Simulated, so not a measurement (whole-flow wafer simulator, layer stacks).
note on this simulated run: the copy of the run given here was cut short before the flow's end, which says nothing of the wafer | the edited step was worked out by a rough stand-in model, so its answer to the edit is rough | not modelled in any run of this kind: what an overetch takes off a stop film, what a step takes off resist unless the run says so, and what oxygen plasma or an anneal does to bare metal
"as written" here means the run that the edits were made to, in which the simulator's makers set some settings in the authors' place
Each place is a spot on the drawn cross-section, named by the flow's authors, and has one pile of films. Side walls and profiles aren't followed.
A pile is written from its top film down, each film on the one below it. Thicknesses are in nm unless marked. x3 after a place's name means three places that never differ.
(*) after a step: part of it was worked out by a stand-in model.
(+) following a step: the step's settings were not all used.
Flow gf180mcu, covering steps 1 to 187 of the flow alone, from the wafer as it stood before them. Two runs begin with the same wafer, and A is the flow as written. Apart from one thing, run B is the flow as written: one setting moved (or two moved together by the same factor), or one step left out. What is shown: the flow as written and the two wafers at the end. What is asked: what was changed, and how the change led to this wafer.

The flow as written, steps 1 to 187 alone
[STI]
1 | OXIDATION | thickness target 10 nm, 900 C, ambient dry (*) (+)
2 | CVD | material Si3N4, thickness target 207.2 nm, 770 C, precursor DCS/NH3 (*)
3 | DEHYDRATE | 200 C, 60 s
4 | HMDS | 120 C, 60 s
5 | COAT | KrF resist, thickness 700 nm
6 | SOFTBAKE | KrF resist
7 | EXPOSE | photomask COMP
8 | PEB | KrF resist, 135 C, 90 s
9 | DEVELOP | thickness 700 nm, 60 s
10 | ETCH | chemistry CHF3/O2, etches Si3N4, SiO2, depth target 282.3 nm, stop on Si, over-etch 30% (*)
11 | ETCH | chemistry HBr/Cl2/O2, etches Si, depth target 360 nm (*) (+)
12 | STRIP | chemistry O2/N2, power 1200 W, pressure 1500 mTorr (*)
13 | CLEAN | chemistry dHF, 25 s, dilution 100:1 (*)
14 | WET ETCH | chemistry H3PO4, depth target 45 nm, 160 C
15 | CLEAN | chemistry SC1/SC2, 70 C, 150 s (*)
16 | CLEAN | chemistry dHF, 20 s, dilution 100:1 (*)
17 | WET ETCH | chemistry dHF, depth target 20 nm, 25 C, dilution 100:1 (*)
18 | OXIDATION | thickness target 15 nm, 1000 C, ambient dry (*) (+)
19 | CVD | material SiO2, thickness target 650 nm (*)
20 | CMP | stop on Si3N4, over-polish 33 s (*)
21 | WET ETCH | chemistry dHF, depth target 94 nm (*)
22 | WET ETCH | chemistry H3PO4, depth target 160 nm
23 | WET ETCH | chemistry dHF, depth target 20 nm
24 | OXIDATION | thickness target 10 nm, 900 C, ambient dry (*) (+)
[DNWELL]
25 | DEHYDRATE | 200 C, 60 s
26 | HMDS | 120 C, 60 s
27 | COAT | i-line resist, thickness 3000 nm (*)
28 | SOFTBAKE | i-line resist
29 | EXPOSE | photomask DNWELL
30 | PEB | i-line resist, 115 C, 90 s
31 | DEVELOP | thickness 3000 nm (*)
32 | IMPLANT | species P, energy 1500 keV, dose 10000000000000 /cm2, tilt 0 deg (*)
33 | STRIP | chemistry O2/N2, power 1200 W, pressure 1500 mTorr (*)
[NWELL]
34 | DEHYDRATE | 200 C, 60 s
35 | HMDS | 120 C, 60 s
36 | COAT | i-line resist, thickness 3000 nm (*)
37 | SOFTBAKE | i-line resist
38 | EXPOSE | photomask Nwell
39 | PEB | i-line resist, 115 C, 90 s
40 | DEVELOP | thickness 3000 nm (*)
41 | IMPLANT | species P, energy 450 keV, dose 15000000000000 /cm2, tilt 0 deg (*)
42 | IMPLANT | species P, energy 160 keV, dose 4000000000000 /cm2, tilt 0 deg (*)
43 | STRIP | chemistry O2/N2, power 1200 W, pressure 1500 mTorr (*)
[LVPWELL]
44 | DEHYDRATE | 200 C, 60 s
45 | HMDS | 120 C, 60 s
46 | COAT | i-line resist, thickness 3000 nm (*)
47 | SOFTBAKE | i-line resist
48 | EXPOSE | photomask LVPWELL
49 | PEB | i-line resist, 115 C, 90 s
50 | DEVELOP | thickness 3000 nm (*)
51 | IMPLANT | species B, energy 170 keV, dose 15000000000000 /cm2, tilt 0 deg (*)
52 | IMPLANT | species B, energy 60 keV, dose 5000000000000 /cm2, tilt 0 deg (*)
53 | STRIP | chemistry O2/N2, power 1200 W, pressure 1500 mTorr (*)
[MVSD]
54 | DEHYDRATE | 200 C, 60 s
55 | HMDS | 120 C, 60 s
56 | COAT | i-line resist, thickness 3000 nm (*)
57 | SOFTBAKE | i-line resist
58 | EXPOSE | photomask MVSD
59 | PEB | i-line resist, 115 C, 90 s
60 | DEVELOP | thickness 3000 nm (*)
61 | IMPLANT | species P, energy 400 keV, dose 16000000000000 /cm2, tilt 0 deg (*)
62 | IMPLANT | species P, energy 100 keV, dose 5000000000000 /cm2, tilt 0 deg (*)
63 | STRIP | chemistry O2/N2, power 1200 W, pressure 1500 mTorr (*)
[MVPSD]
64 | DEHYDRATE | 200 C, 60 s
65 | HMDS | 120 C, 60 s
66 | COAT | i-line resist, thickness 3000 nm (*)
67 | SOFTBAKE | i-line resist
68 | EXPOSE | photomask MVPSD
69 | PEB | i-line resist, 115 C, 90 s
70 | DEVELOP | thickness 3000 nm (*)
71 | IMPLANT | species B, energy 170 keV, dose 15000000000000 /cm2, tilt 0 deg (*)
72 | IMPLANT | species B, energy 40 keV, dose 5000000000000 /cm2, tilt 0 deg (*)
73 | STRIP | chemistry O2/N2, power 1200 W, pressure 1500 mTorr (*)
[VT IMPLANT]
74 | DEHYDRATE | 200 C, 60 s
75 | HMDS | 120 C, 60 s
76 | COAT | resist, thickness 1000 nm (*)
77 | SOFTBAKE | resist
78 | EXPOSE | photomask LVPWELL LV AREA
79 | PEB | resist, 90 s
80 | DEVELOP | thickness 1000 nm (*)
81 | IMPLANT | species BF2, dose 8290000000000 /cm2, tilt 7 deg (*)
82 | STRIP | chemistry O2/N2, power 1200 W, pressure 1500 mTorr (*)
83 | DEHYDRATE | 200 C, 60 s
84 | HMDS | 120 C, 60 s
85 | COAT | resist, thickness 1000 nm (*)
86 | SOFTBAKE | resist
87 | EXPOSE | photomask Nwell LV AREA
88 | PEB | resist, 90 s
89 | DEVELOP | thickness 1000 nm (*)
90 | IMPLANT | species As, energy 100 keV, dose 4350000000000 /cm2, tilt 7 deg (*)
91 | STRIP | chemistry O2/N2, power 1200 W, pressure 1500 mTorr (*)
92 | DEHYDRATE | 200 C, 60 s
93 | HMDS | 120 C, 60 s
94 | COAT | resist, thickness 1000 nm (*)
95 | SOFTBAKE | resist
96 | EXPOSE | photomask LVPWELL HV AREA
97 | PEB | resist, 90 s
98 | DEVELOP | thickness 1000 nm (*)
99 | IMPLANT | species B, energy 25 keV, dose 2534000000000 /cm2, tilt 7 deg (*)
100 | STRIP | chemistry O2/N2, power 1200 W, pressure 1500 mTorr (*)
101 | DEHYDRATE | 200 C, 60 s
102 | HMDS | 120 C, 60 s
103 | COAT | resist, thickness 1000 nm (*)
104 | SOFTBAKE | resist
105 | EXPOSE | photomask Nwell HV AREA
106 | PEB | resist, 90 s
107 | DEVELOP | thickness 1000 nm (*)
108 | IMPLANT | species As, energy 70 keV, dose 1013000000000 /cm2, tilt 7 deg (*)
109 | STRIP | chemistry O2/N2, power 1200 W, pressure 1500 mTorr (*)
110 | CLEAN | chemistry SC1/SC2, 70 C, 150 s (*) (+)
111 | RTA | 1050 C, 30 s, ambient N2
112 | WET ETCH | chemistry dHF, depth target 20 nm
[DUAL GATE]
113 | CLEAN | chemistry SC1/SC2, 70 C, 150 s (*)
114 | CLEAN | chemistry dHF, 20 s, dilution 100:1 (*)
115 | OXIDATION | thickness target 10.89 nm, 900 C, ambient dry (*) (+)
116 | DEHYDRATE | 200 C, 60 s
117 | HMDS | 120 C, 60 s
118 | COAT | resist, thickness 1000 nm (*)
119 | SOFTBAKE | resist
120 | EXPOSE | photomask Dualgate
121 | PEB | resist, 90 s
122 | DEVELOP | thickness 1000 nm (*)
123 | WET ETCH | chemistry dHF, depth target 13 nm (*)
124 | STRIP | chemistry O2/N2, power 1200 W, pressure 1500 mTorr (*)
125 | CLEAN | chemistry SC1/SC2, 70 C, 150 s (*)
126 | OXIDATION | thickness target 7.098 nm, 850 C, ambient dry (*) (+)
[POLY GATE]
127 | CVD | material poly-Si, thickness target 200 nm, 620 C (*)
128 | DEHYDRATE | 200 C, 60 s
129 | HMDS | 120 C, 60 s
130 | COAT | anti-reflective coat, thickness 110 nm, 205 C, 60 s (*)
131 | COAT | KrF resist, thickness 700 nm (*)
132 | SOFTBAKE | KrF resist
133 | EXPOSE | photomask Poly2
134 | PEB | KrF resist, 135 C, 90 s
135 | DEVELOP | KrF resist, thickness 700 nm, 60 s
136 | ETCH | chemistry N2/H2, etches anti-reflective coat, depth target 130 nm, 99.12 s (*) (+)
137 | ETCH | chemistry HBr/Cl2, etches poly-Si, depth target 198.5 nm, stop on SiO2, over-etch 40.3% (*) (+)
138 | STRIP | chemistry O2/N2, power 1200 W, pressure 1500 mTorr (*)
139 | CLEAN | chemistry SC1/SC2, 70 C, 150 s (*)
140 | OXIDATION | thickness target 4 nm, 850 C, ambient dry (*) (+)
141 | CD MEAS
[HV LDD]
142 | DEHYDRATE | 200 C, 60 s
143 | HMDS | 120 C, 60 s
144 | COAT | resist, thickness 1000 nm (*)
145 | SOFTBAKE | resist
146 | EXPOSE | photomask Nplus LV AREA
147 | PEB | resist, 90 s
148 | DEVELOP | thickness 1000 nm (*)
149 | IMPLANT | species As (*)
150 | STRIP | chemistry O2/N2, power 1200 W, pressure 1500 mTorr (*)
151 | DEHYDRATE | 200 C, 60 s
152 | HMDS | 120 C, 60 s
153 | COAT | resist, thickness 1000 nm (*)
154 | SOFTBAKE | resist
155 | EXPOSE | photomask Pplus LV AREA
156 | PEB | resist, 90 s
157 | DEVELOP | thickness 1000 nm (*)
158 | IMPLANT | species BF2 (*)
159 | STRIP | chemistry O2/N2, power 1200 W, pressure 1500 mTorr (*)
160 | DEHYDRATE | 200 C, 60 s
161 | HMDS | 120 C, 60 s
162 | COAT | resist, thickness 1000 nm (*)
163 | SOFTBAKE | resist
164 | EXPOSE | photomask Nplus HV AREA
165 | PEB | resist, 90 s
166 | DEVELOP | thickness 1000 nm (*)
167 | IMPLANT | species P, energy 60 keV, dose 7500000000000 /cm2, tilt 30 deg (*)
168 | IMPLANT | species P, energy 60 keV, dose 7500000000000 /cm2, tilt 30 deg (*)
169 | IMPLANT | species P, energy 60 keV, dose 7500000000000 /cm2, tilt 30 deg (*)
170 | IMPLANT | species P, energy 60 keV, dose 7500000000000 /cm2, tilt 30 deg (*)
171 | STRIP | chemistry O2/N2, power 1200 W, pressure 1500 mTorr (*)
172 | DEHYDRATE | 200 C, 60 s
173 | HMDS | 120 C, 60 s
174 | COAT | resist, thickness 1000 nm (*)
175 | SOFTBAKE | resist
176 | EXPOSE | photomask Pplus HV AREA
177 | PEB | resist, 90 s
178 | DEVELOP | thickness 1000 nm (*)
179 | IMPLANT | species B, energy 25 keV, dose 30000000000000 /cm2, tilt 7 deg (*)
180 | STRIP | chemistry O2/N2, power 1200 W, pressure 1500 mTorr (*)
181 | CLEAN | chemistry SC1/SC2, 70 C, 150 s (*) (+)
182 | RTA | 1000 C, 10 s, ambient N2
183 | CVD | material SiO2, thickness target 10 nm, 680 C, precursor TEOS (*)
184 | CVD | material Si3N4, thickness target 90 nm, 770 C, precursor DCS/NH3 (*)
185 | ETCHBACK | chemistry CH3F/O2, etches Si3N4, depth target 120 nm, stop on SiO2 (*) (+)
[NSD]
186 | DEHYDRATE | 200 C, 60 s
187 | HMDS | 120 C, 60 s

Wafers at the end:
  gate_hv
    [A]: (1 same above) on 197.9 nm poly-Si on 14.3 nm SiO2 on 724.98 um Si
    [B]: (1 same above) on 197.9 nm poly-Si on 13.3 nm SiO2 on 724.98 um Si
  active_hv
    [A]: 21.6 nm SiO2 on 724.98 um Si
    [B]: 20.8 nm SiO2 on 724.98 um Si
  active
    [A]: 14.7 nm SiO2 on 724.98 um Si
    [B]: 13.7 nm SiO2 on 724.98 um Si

The reason: step 126, OXIDATION: thickness target 5.996 nm was run, whereas the flow has thickness target 7.098 nm.

Step by step, how the change led to this:
  126 | OXIDATION | thickness target 7.098 nm, 850 C, ambient dry (*) (+)
      gate_hv, active_hv, active_nat and 25 more: A SiO2 gains 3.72, Si loses 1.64 | B SiO2 gains 2.78, Si loses 1.23
      active, n_well, p_well and 12 more: A SiO2 gains 7.1 (new film), chemical SiO2 loses 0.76 (all of it), Si loses 2.79 | B SiO2 gains 6 (new film), chemical SiO2 loses 0.76 (all of it), Si loses 2.3
